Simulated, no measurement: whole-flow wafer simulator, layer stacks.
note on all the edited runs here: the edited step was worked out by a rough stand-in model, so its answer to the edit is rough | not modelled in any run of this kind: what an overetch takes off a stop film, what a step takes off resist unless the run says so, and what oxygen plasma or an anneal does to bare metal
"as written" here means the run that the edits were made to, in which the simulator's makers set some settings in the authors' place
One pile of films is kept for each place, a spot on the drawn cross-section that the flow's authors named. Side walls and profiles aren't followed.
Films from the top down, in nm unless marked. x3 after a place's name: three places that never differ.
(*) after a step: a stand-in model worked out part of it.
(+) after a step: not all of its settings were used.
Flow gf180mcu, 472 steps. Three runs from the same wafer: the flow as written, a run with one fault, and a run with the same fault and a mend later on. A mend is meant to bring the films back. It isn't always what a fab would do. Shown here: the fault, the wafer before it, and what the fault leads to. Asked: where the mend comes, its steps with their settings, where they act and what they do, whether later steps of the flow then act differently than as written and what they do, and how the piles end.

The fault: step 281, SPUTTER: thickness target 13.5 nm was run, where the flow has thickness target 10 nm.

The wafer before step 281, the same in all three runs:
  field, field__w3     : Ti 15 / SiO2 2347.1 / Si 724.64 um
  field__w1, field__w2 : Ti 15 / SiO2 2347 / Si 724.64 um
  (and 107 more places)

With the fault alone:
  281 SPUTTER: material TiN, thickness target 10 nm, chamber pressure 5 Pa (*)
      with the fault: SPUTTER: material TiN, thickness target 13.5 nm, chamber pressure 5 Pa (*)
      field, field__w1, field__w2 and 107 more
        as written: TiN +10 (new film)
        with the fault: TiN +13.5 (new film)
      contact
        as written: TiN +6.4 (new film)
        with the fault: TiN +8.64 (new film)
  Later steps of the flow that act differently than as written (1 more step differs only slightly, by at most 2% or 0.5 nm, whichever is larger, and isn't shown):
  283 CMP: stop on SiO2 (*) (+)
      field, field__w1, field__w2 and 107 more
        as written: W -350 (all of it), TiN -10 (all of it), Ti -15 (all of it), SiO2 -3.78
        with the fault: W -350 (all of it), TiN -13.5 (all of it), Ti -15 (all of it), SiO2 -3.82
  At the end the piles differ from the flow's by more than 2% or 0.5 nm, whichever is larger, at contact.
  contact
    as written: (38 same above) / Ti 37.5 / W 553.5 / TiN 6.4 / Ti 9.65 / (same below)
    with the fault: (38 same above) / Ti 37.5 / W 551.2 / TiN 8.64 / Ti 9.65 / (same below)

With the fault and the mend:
  The mend comes after step 281.
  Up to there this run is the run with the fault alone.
  281a METAL ETCH: chemistry Cl2/BCl3, etches TiN, AlCu, Ti, depth target 3.5 nm, Cl2 flow 80 sccm, BCl3 flow 40 sccm, ICP power 800 W, bias power 140 W, pressure 8 mTorr (the flow's step 260 once more, with other settings)
      field, field__w1, field__w2 and 108 more
        TiN -3.5
  No later step of the flow acts differently than as written, at any place that is followed, by more than 2% or 0.5 nm, whichever is larger.
  At the end the piles differ from the flow's by more than 2% or 0.5 nm, whichever is larger, at contact.
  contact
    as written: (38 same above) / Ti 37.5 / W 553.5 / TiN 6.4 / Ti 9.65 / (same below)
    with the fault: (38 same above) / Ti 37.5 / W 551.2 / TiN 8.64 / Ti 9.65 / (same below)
    with the mend: (38 same above) / Ti 37.5 / W 554.8 / TiN 5.14 / Ti 9.65 / (same below)
